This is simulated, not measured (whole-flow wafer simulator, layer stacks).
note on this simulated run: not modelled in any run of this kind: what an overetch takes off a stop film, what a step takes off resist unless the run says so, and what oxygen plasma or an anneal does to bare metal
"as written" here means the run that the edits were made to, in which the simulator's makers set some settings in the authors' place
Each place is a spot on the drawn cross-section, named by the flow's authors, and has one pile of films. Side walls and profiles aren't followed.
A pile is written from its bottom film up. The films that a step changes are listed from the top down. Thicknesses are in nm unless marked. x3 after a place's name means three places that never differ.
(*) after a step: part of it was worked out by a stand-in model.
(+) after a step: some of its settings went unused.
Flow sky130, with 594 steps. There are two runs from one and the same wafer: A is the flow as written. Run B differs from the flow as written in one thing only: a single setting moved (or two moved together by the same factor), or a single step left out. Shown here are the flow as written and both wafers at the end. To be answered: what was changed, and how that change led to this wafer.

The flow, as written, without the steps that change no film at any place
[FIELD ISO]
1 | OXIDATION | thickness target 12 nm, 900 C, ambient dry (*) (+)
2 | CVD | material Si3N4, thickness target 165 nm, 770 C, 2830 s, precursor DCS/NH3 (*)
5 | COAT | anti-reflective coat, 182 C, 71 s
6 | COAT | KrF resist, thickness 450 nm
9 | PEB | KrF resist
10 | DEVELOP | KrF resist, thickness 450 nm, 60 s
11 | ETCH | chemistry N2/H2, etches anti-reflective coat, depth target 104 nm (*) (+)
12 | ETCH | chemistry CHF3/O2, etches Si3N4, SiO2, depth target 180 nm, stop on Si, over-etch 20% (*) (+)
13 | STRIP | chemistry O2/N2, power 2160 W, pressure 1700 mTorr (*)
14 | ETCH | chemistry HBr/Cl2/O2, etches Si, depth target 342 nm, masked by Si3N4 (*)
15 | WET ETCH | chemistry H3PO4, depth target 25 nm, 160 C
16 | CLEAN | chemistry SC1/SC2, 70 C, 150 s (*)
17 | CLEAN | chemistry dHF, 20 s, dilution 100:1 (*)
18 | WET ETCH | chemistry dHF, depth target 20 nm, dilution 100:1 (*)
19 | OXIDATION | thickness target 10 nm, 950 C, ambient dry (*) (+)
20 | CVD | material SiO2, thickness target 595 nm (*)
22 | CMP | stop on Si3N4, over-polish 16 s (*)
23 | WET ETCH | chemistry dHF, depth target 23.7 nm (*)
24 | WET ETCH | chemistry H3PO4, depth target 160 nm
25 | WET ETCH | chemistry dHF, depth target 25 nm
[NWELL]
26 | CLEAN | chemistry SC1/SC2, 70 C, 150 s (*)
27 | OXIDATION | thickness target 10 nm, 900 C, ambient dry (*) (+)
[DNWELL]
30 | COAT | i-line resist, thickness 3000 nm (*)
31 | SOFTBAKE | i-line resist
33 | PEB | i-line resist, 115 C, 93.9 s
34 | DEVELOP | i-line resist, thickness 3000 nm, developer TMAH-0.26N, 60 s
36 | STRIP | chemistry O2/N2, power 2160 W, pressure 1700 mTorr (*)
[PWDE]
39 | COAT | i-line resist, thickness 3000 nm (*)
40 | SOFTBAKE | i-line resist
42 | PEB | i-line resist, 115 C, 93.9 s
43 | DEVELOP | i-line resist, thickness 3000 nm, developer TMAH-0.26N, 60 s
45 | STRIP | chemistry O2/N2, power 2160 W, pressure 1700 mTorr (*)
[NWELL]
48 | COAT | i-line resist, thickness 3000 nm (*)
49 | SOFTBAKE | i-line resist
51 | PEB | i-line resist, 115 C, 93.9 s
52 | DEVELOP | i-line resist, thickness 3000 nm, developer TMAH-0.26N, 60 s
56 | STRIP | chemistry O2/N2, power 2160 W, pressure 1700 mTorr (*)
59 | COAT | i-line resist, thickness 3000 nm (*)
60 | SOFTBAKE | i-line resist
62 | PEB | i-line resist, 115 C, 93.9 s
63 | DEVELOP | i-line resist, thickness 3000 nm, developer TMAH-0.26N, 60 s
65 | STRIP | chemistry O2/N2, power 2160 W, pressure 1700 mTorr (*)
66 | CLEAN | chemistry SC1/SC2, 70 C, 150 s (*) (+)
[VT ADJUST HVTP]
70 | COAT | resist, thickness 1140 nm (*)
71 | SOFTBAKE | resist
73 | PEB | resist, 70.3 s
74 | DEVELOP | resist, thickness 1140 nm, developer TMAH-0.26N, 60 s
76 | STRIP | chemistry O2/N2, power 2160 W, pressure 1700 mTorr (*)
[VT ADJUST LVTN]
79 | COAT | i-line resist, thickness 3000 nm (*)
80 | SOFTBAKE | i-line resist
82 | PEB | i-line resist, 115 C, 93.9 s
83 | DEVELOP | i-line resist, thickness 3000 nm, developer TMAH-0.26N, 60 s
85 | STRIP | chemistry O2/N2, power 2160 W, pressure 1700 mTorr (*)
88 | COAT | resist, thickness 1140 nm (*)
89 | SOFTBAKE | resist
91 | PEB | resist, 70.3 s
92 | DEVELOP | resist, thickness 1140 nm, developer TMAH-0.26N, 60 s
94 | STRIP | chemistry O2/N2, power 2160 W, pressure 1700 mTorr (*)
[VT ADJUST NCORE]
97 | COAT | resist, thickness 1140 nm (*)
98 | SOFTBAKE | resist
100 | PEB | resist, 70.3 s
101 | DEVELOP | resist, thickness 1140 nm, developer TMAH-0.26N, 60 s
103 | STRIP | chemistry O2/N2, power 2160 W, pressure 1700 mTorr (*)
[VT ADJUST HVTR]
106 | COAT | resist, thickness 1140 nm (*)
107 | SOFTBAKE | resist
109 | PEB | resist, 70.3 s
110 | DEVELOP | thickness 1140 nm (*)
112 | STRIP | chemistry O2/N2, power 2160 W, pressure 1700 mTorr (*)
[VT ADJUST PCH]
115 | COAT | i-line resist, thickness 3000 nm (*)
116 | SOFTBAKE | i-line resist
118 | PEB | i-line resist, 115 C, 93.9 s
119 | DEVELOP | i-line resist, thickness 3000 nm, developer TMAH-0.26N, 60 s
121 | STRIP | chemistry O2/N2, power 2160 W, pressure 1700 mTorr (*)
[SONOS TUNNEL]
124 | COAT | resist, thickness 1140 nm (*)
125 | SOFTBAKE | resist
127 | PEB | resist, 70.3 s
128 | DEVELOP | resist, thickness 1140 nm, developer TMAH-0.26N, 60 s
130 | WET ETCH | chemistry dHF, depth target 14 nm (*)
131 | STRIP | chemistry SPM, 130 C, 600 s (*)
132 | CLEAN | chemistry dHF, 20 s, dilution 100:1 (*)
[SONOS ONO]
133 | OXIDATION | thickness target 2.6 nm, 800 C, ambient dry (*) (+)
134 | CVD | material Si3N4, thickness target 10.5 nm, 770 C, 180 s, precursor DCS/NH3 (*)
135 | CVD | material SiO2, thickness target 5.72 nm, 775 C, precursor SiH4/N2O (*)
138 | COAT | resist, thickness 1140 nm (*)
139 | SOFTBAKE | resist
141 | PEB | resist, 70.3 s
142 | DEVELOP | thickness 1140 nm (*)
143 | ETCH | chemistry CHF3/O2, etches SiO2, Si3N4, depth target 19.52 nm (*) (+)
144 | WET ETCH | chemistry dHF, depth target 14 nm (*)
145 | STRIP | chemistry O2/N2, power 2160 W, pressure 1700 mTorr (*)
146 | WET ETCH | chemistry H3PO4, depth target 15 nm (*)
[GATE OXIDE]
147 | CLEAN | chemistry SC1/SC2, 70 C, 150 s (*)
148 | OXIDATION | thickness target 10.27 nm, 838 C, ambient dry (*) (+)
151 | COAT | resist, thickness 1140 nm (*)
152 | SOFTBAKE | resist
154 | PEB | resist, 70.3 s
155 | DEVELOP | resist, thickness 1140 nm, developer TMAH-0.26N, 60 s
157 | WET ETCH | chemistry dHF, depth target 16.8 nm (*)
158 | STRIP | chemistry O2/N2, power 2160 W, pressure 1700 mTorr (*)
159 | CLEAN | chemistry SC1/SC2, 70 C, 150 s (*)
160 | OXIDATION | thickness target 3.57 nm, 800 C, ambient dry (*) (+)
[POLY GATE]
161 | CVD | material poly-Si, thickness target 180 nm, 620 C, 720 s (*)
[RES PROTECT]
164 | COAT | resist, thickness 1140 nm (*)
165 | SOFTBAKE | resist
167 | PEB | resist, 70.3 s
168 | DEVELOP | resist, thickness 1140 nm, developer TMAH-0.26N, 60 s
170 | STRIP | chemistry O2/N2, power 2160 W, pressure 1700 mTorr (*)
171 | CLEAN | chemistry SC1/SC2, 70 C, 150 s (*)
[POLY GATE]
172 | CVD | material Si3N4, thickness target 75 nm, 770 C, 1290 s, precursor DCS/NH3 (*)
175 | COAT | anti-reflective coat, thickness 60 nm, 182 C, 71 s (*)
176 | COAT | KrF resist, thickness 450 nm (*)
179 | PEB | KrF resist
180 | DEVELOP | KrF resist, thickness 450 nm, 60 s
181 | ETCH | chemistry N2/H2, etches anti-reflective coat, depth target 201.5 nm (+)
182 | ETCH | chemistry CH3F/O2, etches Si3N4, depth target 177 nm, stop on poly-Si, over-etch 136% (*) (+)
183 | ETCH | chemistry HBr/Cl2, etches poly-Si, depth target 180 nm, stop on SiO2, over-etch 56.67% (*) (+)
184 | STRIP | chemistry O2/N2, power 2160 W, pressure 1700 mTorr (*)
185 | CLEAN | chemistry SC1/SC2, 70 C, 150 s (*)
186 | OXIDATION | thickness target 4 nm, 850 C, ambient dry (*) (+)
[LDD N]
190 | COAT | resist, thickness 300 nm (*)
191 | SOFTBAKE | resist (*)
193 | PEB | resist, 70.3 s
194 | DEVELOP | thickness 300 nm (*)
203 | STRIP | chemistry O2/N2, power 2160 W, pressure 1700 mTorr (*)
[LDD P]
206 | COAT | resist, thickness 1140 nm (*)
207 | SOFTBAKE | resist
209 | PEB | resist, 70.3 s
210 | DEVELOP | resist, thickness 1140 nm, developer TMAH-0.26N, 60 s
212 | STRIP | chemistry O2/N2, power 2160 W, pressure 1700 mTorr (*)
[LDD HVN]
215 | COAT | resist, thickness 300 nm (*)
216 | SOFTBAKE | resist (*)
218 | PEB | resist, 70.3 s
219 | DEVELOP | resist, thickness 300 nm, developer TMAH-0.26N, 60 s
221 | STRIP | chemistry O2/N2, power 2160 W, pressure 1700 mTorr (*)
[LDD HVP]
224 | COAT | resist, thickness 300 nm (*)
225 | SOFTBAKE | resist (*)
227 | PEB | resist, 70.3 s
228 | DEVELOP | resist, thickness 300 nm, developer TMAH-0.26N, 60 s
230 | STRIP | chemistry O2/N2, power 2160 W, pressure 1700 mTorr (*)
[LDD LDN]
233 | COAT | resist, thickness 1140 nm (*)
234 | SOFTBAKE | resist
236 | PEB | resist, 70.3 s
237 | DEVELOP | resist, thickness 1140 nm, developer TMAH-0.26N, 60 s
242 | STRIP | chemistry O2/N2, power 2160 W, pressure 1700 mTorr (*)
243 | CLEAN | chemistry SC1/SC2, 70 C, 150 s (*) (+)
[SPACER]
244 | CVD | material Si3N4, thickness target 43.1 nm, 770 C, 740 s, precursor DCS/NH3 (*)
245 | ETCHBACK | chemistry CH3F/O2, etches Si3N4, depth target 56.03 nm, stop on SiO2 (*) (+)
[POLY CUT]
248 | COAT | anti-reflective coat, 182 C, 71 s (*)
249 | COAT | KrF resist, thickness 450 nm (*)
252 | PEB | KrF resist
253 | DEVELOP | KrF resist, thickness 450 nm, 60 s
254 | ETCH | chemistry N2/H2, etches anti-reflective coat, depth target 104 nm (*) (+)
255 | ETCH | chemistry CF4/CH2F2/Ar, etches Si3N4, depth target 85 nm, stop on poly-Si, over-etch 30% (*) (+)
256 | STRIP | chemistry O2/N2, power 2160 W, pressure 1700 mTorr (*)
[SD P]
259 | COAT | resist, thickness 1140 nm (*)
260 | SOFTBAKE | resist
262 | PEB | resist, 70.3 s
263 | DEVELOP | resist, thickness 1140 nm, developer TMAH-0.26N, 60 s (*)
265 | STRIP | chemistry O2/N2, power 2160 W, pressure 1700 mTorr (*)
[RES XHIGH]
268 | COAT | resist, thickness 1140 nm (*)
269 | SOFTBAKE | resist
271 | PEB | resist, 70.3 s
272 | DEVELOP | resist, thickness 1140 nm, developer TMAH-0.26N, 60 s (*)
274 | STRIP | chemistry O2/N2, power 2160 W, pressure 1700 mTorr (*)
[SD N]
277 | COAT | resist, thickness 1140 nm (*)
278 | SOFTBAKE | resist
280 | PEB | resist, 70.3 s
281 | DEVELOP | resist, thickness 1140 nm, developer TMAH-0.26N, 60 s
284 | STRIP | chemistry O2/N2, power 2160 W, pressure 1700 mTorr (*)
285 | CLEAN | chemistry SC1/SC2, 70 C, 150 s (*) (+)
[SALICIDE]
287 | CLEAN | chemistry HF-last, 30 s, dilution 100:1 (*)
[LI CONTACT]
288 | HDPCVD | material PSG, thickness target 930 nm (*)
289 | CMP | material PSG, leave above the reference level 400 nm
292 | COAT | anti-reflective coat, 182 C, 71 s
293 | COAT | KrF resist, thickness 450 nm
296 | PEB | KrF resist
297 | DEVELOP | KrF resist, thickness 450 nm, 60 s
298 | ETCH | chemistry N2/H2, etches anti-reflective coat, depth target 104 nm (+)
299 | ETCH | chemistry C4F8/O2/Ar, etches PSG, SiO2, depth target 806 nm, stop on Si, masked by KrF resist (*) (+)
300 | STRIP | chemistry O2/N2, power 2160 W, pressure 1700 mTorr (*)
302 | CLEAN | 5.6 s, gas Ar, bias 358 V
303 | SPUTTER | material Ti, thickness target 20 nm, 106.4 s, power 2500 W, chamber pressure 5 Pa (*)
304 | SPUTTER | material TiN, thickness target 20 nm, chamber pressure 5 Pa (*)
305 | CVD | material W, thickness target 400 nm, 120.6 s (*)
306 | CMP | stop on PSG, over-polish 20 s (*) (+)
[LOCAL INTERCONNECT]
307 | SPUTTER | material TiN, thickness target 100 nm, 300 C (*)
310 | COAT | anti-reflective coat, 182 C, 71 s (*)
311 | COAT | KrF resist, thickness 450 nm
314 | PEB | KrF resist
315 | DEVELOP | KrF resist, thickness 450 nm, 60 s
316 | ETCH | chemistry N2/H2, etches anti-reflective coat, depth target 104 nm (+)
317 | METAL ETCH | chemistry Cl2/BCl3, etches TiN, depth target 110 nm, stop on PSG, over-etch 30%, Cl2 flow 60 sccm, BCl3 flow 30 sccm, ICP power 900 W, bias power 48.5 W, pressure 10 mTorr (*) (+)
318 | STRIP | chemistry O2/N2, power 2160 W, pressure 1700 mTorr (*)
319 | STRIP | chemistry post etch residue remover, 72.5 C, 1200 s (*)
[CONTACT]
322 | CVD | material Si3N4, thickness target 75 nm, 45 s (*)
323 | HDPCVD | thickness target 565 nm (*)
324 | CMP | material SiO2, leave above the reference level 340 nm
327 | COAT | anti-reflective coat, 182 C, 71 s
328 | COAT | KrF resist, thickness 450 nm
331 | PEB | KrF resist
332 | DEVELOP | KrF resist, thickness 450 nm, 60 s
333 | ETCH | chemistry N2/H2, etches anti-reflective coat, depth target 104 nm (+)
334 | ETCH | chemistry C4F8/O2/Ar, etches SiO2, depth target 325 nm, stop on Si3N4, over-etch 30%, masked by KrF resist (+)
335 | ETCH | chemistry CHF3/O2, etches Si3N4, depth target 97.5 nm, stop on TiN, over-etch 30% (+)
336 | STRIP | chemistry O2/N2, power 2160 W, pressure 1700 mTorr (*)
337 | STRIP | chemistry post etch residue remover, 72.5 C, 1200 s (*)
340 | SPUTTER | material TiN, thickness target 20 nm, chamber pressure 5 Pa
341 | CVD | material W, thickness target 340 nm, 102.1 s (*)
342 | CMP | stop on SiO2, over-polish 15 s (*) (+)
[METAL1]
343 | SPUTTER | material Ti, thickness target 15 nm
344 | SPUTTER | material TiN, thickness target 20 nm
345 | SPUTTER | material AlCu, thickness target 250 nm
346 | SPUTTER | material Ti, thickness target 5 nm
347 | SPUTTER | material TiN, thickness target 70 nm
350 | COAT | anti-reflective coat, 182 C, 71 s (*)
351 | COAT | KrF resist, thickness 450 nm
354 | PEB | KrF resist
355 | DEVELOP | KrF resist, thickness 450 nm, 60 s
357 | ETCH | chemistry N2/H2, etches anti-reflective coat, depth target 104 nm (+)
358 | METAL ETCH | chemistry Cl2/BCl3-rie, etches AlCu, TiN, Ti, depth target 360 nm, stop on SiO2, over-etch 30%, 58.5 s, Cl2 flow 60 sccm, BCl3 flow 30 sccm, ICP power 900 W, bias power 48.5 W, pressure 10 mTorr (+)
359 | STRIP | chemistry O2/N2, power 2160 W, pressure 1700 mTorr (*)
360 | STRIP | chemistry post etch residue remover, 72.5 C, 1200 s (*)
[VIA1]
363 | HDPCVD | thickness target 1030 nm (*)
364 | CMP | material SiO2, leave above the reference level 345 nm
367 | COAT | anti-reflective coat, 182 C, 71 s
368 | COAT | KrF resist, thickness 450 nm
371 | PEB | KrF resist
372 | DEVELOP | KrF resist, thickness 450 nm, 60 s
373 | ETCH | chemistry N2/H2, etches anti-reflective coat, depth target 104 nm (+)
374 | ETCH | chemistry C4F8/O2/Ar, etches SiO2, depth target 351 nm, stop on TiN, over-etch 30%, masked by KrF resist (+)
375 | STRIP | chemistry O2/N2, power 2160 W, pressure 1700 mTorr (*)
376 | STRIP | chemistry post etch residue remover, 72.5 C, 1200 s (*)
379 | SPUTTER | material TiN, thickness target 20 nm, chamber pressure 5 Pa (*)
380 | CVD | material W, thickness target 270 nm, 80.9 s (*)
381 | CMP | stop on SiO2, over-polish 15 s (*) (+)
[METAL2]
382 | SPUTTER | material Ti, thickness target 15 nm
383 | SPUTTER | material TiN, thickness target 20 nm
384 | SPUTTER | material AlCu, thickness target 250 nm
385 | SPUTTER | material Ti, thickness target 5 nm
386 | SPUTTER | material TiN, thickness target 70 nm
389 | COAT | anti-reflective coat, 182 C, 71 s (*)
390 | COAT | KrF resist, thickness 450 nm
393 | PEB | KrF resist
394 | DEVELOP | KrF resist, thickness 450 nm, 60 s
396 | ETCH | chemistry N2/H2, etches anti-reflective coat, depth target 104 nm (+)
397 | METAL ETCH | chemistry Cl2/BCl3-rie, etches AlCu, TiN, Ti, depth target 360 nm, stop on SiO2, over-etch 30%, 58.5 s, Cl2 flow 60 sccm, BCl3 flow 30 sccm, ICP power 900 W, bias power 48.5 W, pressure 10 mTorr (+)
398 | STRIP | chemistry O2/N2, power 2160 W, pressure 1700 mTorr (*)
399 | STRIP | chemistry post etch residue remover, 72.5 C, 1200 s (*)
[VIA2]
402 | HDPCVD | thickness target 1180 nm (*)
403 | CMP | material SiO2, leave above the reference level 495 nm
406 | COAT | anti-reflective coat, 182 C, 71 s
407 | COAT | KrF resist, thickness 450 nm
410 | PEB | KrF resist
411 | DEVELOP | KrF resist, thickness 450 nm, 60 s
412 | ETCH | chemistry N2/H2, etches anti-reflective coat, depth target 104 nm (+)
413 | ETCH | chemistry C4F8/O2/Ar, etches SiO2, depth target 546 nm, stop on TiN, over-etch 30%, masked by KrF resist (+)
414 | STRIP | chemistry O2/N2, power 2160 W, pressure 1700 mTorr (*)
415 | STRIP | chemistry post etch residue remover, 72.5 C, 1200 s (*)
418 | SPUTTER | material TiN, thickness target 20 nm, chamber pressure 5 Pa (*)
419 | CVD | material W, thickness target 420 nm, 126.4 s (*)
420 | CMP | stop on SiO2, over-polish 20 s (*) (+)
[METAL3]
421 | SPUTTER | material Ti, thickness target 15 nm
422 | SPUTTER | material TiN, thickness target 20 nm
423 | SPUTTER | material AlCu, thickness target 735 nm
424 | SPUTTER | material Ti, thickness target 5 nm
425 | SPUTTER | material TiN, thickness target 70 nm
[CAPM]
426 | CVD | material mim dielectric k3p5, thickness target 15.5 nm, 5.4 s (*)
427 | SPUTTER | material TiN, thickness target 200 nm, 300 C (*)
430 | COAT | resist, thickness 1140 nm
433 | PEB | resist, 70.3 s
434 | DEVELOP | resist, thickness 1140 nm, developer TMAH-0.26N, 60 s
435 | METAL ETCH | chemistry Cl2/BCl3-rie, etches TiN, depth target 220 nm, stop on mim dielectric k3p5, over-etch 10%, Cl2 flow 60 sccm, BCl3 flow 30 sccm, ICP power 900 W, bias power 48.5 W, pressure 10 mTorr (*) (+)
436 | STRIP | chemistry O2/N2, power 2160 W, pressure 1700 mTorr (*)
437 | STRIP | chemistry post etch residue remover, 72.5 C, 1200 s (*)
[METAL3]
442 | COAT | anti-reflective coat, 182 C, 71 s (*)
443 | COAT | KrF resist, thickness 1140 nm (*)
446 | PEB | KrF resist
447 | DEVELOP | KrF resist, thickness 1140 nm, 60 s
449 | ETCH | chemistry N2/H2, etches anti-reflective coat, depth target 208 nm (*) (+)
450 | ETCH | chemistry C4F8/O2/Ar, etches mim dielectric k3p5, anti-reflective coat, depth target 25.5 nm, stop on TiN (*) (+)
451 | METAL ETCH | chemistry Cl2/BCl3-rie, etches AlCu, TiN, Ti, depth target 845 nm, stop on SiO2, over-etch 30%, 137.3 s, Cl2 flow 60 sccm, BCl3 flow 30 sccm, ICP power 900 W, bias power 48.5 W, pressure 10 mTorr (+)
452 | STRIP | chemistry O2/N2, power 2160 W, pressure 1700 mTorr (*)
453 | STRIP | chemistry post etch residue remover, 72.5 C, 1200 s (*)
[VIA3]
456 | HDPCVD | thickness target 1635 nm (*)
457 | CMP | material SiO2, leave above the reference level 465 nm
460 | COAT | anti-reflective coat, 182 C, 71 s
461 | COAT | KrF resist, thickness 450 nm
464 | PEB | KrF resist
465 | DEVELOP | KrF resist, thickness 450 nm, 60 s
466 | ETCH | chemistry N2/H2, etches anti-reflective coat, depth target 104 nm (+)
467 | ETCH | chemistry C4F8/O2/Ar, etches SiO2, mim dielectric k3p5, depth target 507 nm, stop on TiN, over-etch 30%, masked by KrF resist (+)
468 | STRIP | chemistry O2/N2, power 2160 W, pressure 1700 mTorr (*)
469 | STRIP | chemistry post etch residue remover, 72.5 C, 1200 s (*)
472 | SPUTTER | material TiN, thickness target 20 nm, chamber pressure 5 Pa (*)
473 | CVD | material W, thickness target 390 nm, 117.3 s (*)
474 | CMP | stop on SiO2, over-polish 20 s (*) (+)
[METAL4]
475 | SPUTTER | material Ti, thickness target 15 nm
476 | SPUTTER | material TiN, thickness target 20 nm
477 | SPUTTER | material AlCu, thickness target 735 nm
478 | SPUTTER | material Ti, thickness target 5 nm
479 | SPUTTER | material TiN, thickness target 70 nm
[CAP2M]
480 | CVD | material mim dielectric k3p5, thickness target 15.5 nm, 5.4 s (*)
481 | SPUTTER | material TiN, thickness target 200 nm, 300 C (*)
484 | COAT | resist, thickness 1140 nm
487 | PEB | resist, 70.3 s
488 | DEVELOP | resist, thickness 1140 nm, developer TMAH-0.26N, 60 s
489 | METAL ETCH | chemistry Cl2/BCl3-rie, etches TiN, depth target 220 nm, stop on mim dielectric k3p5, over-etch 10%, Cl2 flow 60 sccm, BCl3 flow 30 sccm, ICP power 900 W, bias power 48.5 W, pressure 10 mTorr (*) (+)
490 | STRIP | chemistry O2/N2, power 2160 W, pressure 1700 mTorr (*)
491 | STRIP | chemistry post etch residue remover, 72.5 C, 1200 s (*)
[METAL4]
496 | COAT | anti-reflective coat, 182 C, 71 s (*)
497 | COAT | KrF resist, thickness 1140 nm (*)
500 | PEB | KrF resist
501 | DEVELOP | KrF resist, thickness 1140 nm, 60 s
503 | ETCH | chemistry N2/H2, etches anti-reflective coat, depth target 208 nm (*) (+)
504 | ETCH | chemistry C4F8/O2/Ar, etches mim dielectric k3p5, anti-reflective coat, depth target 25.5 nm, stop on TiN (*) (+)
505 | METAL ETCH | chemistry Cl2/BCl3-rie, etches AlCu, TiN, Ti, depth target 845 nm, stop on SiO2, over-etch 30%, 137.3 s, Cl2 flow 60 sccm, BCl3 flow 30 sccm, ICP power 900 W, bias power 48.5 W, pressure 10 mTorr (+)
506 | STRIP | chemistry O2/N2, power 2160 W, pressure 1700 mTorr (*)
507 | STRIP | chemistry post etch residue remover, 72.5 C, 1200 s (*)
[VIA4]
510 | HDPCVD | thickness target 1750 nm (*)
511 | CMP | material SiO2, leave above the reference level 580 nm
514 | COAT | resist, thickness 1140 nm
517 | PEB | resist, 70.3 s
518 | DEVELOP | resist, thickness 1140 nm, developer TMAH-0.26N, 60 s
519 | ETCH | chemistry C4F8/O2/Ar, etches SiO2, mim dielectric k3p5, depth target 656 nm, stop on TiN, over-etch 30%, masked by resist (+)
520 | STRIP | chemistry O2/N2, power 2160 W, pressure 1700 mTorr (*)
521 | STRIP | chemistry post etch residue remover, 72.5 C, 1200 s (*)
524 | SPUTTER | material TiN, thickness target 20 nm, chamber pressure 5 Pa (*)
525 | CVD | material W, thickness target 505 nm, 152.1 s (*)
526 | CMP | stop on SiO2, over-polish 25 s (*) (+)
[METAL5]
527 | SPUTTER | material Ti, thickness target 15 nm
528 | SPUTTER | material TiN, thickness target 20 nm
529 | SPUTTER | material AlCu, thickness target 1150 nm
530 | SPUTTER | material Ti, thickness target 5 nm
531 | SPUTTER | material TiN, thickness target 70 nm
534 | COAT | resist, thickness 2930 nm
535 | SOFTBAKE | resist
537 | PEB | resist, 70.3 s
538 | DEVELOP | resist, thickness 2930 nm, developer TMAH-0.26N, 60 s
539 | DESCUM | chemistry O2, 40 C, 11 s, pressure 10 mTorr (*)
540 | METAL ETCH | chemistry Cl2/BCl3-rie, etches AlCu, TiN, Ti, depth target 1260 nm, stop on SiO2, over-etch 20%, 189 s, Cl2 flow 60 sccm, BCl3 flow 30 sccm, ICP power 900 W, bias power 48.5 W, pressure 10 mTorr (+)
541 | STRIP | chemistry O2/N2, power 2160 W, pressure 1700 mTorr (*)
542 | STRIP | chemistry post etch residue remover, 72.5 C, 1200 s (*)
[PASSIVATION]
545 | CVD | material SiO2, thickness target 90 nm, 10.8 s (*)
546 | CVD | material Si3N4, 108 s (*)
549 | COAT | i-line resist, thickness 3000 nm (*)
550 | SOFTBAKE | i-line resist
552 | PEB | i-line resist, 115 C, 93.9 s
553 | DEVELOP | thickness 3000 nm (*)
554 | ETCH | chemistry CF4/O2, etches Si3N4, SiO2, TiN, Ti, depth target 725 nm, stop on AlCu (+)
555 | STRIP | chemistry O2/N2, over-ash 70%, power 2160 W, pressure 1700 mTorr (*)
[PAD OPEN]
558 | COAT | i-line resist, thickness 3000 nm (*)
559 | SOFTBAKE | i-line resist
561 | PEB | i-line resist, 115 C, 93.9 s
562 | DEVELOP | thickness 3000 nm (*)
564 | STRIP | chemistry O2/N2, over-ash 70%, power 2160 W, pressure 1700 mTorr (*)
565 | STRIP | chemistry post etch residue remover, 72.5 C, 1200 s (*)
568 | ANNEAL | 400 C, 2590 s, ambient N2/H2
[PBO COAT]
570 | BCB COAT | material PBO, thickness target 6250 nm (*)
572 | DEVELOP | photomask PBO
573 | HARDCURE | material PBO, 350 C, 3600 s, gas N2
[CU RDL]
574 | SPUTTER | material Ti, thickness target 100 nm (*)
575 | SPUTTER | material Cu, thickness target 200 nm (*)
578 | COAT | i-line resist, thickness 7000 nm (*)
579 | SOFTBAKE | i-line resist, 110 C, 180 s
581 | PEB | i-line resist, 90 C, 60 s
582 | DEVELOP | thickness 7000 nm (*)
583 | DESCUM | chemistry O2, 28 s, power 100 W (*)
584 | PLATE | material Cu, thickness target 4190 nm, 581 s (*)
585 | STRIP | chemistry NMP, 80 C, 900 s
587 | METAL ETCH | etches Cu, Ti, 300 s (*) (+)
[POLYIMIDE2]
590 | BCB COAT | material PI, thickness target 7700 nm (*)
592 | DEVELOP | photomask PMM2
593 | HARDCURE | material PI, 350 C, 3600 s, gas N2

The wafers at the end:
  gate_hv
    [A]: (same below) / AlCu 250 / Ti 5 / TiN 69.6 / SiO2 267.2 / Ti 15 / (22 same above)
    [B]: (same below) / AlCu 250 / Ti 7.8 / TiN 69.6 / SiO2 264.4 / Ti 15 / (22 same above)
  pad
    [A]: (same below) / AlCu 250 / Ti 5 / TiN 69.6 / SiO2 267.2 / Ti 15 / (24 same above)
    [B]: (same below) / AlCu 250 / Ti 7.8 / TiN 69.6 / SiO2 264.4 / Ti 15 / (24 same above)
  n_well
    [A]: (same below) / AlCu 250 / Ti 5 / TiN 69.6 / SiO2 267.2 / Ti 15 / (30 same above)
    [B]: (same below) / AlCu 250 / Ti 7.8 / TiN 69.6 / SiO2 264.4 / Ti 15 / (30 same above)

The reason: step 346, SPUTTER: thickness target 7.8 nm was run, though the flow has thickness target 5 nm.
The wafer lets one read it off: gate_hv has Ti 7.8, and step 346 as written asks for 5 nm.

How this came from the change, step by step:
  346 | SPUTTER | material Ti, thickness target 5 nm
      field, active, n_well and 188 more: A +5 Ti (new film) | B +7.8 Ti (new film)
  358 | METAL ETCH | chemistry Cl2/BCl3-rie, etches AlCu, TiN, Ti, depth target 360 nm, stop on SiO2, over-etch 30%, 58.5 s, Cl2 flow 60 sccm, BCl3 flow 30 sccm, ICP power 900 W, bias power 48.5 W, pressure 10 mTorr (+)
      field, active, gate and 81 more: A -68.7 TiN (all of it), -5 Ti (all of it), -250 AlCu (all of it), -20 TiN (all of it), -15 Ti (all of it), -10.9 SiO2 | B -68.7 TiN (all of it), -7.8 Ti (all of it), -250 AlCu (all of it), -20 TiN (all of it), -15 Ti (all of it), -10.7 SiO2
